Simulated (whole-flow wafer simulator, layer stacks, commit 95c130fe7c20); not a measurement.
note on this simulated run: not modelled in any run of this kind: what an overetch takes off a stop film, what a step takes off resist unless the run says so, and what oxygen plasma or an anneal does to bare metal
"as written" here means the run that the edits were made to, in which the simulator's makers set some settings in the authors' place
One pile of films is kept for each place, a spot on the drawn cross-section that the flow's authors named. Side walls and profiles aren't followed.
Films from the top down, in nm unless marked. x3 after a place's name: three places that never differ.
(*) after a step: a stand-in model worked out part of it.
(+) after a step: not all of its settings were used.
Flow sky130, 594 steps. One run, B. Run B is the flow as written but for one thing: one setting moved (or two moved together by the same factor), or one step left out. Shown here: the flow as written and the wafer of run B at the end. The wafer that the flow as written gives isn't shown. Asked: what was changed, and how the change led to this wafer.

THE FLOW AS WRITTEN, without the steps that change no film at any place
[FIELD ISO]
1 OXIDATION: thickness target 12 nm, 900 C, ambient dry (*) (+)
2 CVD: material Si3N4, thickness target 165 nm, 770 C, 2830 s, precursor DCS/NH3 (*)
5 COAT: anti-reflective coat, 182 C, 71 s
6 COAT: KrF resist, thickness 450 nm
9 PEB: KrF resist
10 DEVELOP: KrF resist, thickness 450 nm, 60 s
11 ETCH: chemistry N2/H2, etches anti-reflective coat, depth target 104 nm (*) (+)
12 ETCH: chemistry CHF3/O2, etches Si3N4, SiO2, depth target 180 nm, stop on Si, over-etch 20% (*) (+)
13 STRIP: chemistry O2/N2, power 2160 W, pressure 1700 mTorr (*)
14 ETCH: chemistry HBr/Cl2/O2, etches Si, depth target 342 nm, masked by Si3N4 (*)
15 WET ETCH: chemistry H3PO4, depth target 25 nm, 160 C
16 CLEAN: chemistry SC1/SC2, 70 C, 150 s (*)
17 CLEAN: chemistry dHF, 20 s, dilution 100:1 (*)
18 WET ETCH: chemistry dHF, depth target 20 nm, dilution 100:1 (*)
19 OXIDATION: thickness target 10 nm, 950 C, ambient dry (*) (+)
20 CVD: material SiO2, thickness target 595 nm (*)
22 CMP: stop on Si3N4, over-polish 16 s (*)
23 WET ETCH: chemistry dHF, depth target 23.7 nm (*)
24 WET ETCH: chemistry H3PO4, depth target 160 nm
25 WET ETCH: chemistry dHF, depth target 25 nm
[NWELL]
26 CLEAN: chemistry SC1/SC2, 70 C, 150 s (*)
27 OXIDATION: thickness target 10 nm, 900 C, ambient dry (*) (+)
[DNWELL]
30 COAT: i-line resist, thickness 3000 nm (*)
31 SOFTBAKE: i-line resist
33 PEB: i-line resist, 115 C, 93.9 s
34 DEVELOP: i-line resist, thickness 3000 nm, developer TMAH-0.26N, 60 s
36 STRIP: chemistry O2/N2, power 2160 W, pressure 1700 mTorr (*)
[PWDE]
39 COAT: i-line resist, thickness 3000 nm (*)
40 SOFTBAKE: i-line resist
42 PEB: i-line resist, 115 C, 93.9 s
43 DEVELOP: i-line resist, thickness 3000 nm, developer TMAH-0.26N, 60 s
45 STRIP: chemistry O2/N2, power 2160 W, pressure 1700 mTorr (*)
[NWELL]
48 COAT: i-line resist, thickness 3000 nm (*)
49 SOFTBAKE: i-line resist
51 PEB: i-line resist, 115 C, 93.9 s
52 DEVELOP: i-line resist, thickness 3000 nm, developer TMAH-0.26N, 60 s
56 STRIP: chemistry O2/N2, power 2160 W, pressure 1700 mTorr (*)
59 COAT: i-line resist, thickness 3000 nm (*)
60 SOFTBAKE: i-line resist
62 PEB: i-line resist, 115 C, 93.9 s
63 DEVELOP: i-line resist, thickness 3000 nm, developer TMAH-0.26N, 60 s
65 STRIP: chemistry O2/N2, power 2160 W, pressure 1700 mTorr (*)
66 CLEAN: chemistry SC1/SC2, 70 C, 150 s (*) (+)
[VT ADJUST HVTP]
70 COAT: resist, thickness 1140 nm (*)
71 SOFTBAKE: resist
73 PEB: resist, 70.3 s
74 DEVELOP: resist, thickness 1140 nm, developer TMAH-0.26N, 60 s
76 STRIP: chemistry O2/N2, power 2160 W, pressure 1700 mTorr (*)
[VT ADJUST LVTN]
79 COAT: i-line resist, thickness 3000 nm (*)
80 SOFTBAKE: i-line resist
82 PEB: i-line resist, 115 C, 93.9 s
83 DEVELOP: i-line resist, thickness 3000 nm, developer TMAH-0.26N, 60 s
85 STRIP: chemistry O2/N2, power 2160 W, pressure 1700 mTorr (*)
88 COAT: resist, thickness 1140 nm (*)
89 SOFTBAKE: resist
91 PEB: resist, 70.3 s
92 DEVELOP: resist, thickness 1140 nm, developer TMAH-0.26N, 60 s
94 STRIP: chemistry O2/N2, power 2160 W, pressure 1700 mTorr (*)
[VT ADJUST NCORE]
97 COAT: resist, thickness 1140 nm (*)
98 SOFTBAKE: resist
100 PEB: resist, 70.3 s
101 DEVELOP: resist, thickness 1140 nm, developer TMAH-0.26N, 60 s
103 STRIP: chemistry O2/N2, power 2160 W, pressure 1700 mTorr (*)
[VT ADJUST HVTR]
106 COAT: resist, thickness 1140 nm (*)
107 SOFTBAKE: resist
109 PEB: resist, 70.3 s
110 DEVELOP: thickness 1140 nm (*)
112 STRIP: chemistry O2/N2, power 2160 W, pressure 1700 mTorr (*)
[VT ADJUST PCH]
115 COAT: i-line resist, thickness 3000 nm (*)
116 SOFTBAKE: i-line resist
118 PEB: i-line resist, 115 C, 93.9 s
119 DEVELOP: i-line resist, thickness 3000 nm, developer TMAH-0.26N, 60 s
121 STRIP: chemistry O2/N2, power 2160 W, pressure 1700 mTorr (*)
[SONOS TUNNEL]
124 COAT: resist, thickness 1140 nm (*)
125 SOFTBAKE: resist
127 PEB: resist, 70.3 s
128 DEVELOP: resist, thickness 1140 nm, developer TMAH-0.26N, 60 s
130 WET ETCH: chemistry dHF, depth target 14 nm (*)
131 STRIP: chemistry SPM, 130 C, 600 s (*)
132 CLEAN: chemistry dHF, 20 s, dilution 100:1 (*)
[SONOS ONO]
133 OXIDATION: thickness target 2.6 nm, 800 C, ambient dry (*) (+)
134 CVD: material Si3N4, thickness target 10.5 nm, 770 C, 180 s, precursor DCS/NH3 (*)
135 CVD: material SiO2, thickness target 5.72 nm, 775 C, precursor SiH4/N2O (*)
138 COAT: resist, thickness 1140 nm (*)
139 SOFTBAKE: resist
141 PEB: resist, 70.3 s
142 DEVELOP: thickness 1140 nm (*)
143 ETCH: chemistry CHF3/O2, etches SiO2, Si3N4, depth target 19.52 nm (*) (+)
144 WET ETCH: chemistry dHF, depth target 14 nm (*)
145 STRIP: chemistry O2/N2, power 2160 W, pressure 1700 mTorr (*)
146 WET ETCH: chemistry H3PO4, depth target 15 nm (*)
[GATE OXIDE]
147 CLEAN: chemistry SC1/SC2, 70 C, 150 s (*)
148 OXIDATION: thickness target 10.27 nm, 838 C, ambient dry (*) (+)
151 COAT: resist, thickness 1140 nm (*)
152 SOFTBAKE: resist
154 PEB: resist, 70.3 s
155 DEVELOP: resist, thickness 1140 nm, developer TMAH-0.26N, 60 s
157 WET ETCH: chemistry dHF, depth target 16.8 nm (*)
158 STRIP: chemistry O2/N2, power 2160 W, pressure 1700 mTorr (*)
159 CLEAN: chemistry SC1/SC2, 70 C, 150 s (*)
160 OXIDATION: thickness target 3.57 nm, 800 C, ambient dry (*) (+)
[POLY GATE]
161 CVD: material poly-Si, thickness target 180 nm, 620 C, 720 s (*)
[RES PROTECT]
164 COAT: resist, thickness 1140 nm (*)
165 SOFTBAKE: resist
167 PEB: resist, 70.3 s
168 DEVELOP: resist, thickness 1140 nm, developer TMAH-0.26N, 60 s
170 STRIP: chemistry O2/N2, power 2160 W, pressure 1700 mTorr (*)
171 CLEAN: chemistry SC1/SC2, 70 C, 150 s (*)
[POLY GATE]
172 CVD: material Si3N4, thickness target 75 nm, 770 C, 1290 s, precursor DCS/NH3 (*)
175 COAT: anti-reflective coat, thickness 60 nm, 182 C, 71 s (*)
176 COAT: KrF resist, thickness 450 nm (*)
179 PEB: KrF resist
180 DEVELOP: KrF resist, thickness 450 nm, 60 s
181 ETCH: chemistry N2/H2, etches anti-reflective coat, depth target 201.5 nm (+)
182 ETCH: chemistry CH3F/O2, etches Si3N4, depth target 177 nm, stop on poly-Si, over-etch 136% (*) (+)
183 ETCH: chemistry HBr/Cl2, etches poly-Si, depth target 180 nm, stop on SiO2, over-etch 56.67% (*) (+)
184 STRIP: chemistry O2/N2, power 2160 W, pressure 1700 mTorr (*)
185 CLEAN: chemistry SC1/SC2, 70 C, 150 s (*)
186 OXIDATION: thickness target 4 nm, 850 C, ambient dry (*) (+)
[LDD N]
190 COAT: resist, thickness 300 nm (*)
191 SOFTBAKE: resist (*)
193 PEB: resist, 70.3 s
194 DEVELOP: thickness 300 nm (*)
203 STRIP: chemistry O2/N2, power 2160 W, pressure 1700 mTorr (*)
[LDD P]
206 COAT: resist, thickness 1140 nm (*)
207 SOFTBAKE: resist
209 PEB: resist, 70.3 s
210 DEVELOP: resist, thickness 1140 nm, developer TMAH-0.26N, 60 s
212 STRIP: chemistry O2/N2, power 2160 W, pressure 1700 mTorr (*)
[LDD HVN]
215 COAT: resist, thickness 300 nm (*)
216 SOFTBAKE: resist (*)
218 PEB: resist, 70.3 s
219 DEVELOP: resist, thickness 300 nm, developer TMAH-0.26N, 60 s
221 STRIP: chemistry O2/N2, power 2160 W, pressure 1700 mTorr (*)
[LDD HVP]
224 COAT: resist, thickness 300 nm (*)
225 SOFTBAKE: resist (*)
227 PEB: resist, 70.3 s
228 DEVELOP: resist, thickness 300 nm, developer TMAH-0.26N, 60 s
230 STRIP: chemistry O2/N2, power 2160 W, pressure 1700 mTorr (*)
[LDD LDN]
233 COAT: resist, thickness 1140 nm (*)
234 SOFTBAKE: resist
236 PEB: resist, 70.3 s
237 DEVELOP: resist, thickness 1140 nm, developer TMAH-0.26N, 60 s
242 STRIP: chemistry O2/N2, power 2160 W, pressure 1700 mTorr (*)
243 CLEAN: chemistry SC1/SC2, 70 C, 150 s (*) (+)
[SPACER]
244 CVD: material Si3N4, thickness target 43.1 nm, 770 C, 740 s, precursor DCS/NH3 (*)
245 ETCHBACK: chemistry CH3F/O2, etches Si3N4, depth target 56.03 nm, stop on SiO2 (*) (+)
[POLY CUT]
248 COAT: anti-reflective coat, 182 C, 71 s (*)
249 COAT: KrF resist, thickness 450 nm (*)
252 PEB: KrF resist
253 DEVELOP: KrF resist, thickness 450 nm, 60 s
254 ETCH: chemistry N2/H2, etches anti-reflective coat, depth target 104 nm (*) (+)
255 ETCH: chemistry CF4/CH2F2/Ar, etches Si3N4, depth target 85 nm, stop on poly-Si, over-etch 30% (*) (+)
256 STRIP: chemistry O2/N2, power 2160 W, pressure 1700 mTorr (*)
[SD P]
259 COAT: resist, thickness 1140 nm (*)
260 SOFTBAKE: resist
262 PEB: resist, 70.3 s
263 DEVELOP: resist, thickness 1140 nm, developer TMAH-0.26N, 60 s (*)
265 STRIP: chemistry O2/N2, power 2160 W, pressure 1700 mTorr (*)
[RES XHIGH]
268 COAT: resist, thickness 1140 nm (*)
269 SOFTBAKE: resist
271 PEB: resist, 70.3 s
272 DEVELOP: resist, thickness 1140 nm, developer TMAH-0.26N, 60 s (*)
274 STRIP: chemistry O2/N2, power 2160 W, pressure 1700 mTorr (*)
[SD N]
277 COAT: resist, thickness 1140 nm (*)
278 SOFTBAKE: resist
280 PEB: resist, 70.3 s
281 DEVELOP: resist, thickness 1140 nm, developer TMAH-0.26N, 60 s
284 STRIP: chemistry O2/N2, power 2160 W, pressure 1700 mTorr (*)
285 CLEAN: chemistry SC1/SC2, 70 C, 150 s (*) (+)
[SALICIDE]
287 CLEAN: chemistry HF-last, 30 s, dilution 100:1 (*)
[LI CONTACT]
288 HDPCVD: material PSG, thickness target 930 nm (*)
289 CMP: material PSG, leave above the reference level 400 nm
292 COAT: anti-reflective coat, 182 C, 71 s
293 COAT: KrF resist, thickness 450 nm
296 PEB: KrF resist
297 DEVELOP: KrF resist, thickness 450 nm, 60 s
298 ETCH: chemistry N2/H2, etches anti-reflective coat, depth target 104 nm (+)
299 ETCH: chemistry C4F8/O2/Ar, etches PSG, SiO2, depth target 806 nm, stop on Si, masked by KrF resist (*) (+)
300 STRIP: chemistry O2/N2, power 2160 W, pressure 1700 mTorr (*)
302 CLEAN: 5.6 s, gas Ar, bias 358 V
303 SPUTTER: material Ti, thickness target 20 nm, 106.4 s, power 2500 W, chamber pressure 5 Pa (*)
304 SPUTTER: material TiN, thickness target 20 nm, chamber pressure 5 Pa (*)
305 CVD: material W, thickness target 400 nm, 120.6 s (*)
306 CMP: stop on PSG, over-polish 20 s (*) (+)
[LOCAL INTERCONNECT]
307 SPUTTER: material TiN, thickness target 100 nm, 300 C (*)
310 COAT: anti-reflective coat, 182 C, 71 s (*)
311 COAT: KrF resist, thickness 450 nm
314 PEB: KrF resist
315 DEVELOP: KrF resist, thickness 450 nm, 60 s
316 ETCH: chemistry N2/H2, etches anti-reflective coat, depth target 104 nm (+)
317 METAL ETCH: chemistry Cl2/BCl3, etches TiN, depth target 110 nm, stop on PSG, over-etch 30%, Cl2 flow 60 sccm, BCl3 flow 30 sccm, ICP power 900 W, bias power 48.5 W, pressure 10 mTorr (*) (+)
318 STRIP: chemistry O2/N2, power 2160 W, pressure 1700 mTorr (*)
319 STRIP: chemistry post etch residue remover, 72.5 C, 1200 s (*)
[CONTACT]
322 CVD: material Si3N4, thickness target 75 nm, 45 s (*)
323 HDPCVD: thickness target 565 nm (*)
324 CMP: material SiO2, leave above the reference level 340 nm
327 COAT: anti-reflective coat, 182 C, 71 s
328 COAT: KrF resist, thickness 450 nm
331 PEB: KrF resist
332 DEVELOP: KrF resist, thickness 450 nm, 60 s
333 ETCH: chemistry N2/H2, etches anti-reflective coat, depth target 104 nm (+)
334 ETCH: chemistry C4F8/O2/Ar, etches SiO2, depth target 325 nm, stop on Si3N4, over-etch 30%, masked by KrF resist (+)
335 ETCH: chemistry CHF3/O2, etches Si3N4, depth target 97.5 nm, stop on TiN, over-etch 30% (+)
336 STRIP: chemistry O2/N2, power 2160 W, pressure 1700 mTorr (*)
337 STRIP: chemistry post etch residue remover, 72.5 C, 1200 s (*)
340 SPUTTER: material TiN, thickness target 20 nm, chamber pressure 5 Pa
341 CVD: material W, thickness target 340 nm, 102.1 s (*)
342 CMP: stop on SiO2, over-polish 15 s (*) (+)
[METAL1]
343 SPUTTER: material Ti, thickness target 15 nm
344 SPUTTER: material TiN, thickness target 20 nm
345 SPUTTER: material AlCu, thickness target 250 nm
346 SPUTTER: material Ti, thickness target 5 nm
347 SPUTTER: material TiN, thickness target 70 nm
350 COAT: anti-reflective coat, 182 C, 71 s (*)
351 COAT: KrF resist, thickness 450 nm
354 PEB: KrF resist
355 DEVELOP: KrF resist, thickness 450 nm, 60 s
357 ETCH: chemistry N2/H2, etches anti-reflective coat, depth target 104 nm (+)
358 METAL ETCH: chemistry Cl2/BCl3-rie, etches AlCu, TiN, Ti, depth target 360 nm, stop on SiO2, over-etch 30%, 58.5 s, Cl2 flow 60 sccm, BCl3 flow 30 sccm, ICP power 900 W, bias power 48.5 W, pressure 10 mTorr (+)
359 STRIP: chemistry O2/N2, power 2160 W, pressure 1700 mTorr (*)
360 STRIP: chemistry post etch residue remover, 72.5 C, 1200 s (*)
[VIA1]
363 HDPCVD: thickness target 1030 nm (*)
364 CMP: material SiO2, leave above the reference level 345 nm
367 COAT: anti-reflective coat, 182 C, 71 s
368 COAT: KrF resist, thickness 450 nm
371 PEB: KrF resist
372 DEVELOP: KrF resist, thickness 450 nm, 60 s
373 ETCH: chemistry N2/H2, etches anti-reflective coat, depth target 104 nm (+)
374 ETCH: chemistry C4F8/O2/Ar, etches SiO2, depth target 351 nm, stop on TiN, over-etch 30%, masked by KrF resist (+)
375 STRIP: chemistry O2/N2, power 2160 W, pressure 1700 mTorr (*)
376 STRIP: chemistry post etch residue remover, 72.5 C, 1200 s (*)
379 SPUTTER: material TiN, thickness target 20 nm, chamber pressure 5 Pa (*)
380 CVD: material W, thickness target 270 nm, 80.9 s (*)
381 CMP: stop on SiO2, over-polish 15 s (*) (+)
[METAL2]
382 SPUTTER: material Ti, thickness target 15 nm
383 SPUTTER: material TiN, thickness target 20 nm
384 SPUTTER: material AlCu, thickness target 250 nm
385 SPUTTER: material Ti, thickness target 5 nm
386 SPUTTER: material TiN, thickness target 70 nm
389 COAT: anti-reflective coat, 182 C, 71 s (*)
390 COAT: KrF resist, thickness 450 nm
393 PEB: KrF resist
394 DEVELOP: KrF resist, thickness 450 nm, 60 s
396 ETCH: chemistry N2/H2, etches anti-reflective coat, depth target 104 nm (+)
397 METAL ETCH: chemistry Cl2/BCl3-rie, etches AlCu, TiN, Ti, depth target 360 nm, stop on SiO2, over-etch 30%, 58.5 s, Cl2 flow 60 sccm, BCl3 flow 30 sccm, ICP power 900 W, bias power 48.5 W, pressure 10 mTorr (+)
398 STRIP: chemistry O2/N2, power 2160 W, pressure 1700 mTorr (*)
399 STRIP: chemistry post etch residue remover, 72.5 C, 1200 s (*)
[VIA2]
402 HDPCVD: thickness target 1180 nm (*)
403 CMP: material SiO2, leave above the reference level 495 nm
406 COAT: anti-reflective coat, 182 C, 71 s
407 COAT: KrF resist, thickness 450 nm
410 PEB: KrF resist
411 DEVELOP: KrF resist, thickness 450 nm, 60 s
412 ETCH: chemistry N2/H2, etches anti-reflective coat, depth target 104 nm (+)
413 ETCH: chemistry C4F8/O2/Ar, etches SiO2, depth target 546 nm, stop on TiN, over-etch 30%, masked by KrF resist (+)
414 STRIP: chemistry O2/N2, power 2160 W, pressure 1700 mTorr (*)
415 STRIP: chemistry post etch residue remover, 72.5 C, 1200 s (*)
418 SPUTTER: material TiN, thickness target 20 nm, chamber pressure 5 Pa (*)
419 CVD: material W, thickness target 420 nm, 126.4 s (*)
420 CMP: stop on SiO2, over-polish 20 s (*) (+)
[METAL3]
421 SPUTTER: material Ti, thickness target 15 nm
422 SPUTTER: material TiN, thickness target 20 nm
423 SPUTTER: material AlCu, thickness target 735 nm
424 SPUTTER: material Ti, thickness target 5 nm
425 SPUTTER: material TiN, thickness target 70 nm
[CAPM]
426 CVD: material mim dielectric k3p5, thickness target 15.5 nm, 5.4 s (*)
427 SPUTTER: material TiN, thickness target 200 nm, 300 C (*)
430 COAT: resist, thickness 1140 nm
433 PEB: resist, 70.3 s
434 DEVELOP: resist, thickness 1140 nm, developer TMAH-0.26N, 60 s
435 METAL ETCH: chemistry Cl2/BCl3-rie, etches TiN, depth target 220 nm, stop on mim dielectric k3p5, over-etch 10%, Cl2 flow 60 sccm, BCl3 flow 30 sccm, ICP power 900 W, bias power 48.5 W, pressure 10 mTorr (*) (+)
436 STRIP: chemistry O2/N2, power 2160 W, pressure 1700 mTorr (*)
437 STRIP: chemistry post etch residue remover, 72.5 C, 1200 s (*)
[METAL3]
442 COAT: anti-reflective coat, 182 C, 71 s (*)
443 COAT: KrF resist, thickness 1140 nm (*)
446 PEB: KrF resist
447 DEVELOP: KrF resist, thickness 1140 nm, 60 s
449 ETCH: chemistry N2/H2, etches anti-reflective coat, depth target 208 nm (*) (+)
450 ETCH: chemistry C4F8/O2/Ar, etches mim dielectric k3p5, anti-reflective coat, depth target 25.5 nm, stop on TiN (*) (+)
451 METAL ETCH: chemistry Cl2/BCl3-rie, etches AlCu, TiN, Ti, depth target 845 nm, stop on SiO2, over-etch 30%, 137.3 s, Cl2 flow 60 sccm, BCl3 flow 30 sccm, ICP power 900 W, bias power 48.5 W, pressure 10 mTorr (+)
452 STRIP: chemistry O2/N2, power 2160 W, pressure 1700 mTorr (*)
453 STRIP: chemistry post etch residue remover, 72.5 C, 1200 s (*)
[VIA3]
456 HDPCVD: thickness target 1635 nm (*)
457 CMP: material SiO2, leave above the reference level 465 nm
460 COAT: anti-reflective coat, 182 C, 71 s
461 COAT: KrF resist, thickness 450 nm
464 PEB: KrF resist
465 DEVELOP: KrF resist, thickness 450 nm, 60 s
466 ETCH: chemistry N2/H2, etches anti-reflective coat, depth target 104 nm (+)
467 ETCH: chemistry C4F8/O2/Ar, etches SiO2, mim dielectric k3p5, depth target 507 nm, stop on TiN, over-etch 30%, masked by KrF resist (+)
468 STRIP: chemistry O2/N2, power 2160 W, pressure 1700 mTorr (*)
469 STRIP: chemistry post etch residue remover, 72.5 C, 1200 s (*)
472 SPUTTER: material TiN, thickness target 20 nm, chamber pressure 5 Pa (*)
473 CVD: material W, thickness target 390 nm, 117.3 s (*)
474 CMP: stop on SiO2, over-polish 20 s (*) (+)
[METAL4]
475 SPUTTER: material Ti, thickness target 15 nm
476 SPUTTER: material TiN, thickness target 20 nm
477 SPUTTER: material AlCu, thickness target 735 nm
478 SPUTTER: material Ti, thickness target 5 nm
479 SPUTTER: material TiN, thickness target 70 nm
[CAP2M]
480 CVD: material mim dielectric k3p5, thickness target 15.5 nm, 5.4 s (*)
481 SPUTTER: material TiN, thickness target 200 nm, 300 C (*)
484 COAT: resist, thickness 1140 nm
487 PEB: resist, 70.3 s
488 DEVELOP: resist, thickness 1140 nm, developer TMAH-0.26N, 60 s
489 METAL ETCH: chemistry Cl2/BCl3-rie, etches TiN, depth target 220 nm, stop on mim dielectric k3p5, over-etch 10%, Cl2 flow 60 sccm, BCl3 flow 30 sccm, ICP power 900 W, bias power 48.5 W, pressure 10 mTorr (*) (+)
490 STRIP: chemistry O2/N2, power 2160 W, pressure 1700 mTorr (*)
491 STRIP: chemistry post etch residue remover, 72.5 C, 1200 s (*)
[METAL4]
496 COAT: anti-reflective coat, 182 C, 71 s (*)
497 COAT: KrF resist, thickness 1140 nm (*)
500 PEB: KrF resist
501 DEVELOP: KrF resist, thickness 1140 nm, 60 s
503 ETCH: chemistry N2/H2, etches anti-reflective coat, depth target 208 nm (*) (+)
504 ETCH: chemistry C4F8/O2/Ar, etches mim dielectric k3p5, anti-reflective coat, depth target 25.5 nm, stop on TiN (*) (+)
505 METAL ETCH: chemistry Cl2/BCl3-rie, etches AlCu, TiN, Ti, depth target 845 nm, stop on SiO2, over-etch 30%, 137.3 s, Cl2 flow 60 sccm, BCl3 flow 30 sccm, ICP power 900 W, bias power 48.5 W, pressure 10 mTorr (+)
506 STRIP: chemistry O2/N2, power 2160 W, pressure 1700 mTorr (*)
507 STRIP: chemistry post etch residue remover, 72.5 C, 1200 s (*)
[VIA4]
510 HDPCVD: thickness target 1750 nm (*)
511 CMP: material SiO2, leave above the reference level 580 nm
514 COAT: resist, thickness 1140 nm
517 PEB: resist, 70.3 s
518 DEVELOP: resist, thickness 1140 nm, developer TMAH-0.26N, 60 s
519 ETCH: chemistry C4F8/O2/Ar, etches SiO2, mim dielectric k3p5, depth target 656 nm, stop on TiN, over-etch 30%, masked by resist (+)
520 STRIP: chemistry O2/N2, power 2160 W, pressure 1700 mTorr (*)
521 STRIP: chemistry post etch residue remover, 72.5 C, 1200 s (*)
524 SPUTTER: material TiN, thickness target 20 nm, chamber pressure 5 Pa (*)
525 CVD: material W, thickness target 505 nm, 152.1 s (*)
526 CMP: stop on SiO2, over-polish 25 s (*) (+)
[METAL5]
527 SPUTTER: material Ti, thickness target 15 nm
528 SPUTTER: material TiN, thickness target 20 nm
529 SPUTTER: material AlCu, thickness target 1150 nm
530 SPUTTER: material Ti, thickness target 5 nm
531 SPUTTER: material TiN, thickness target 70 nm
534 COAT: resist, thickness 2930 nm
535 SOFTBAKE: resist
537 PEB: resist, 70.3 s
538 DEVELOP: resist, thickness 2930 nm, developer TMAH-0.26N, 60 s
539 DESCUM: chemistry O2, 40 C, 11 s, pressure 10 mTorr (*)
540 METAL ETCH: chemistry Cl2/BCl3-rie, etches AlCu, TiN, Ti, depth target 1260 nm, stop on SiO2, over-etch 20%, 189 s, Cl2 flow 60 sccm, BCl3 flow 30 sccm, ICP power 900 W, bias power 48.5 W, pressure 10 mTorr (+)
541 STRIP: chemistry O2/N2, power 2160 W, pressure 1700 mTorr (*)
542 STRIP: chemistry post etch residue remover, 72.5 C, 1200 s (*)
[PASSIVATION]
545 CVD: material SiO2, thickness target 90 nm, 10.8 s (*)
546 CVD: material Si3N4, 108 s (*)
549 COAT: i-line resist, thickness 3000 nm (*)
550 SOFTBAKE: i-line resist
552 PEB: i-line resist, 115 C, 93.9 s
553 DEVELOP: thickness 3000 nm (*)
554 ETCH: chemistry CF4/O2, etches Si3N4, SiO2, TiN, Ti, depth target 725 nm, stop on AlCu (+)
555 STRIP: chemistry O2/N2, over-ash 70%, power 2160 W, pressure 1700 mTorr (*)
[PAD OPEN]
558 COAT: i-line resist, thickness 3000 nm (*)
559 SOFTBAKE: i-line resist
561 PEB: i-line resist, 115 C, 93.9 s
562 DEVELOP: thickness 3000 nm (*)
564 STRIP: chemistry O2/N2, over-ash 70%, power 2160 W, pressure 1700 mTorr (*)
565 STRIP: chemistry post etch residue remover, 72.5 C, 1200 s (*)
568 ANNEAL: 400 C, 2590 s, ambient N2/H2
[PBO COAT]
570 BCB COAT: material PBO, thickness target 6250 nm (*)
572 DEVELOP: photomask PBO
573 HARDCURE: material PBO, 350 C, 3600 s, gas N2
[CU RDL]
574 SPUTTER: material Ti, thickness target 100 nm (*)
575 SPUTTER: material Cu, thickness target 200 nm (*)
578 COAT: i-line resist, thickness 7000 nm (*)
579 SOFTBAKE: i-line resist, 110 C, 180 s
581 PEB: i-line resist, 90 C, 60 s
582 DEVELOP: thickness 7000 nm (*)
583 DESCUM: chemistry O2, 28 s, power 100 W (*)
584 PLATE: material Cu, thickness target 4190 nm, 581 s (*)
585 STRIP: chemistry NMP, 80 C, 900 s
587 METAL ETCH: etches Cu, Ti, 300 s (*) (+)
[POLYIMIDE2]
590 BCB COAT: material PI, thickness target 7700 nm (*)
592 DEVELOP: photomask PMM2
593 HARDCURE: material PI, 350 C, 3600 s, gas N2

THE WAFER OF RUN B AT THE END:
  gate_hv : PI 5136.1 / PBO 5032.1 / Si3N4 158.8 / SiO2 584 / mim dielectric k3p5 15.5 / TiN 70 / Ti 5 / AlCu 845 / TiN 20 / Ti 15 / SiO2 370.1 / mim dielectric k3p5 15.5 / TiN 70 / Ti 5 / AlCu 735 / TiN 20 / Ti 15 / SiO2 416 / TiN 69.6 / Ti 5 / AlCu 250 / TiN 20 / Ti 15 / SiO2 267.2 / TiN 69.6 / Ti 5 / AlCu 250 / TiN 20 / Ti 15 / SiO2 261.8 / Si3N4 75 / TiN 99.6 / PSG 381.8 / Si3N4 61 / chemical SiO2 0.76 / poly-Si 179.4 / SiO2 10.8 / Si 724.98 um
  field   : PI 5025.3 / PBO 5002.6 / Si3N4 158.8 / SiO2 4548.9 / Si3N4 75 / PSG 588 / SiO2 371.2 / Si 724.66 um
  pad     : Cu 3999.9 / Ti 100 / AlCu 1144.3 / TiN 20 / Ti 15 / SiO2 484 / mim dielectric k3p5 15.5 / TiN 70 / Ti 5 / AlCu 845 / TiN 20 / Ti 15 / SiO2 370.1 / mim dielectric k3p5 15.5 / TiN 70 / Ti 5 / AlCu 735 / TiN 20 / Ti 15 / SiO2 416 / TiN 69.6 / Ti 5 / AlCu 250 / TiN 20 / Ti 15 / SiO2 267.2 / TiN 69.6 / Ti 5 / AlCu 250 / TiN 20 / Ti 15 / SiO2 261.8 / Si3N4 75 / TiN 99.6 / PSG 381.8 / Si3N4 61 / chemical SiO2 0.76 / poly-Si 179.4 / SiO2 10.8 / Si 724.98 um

The cause: step 477, SPUTTER: thickness target 845 nm was run, where the flow has thickness target 735 nm.
It can be read off the wafer: gate_hv has AlCu 845, and step 477 as written asks for 735 nm.

How the change led to this, step by step:
  477 SPUTTER: material AlCu, thickness target 735 nm
      field, active, n_well and 189 more: AlCu +845 (new film) (as written it would be: AlCu +735 (new film))
  505 METAL ETCH: chemistry Cl2/BCl3-rie, etches AlCu, TiN, Ti, depth target 845 nm, stop on SiO2, over-etch 30%, 137.3 s, Cl2 flow 60 sccm, BCl3 flow 30 sccm, ICP power 900 W, bias power 48.5 W, pressure 10 mTorr (+)
      field, gate, spacer and 68 more: TiN -70 (all of it), Ti -5 (all of it), AlCu -845 (all of it), TiN -20 (all of it), Ti -15 (all of it), SiO2 -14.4 (as written it would be: TiN -70 (all of it), Ti -5 (all of it), AlCu -735 (all of it), TiN -20 (all of it), Ti -15 (all of it), SiO2 -25.4)
      active, vpp_iso1, mim_edge_plate and 14 more: TiN -70 (all of it), Ti -5 (all of it), AlCu -845 (all of it), TiN -20 (all of it), Ti -15 (all of it), SiO2 -14.3 (as written it would be: TiN -70 (all of it), Ti -5 (all of it), AlCu -735 (all of it), TiN -20 (all of it), Ti -15 (all of it), SiO2 -25.3)
  511 CMP: material SiO2, leave above the reference level 580 nm
      field, active, gate and 77 more: SiO2 -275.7 (as written it would be: SiO2 -374.7)
      iso_guard__w1, mim_edge_gap, vpp_l1ln, vpp_m3ln, rpm_encl, via2_enc, rpm_encl_psd, iso_guard_nsd_tip: SiO2 -275.6 (as written it would be: SiO2 -374.6)
